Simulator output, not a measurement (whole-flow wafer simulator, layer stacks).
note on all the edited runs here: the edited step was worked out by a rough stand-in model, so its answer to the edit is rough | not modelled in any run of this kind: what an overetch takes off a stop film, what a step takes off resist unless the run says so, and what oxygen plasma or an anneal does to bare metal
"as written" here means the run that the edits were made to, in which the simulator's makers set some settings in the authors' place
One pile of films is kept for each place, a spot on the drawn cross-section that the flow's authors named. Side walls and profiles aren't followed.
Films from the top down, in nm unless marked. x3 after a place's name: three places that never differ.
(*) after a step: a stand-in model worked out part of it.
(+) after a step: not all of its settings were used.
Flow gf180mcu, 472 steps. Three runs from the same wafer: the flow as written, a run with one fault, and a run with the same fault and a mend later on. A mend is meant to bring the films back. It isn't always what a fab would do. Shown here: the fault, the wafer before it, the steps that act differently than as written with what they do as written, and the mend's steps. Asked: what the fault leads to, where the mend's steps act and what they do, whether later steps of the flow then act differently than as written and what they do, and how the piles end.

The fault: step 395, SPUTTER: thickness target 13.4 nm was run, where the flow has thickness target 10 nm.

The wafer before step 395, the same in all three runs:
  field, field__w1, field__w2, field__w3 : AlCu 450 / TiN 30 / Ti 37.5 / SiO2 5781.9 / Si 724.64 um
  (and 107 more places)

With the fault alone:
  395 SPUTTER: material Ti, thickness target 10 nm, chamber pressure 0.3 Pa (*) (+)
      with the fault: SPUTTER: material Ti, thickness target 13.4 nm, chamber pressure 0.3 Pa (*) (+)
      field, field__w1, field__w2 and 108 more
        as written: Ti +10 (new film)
        with the fault: Ti +13.4 (new film)
  Later steps of the flow that act differently than as written (2 more steps differ only slightly, by at most 2% or 0.5 nm, whichever is larger, and aren't shown):
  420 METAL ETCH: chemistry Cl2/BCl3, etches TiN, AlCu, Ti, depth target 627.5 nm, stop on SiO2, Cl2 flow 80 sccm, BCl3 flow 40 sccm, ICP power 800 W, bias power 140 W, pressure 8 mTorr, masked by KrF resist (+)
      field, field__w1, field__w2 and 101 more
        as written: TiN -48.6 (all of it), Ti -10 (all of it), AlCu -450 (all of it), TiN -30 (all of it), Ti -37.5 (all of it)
        with the fault: TiN -48.6 (all of it), Ti -13.4 (all of it), AlCu -450 (all of it), TiN -30 (all of it), Ti -37.5 (all of it)
  At the end the piles differ from the flow's by more than 2% or 0.5 nm, whichever is larger, at field__w4, field__w8, contact, m1, m1__w1, mim, mim_1p0, m1_nw.
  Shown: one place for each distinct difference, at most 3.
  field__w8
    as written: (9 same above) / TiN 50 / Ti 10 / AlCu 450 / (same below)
    with the fault: (9 same above) / TiN 50 / Ti 13.4 / AlCu 450 / (same below)
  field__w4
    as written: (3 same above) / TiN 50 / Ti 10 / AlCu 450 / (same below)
    with the fault: (3 same above) / TiN 50 / Ti 13.4 / AlCu 450 / (same below)
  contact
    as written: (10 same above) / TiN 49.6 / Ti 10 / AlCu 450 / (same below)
    with the fault: (10 same above) / TiN 49.6 / Ti 13.4 / AlCu 450 / (same below)

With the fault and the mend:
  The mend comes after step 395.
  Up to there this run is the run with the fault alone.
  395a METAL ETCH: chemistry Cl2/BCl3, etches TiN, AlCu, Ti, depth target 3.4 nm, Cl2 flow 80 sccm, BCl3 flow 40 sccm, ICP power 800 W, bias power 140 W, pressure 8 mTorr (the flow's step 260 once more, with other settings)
      field, field__w1, field__w2 and 108 more
        Ti -3.4
  No later step of the flow acts differently than as written at any place that is followed.
  At the end the piles are the same as the flow's at every place that both follow.
